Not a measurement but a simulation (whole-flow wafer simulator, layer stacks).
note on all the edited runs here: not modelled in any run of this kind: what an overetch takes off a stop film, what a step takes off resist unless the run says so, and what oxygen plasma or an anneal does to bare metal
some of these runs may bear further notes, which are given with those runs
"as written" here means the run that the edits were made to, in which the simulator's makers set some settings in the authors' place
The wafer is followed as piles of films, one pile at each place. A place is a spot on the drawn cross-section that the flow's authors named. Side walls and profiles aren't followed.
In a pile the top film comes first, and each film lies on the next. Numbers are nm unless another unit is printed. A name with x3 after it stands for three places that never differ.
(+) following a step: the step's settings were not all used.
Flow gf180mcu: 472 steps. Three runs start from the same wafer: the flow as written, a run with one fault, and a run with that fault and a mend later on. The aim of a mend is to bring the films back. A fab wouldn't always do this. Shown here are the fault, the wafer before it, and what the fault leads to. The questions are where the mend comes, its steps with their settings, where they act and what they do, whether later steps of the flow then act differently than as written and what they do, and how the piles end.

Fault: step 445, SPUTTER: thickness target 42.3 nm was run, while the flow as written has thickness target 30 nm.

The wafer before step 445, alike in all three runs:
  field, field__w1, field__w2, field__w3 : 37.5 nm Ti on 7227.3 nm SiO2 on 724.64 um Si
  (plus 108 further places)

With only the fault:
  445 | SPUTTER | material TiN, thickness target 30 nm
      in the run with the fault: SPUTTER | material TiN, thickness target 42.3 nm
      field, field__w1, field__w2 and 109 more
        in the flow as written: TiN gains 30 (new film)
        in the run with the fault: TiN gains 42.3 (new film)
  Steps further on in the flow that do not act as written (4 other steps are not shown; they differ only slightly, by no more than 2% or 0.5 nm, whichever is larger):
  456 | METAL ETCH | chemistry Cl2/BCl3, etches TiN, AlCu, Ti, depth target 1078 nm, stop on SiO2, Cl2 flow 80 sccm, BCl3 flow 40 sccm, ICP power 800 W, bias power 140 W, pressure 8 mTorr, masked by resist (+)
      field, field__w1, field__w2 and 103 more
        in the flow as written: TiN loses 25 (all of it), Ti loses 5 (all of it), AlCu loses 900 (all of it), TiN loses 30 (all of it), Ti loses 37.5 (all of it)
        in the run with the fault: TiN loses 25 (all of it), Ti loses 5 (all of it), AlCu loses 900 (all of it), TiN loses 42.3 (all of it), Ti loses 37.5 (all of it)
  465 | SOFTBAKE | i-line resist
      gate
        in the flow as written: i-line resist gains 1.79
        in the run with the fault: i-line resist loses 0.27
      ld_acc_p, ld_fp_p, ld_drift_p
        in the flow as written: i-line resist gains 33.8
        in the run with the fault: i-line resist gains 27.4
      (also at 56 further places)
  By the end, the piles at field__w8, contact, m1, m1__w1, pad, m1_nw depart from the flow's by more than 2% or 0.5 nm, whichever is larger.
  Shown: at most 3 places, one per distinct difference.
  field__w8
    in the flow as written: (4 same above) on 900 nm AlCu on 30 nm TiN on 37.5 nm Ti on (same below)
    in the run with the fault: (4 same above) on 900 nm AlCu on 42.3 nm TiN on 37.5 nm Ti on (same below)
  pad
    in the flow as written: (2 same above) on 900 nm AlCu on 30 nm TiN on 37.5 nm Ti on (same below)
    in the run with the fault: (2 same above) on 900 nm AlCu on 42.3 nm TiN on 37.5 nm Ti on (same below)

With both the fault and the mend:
  The mend stands after step 445.
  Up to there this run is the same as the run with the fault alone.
  445a | METAL ETCH | chemistry Cl2/BCl3, etches TiN, AlCu, Ti, depth target 12.3 nm, Cl2 flow 80 sccm, BCl3 flow 40 sccm, ICP power 800 W, bias power 140 W, pressure 8 mTorr (the flow's step 260, run once more with other settings)
      field, field__w1, field__w2 and 109 more
        TiN loses 12.3
  None of the later steps of the flow acts differently than as written at any place that is followed.
  The piles end the same as the flow's at every place that both follow.
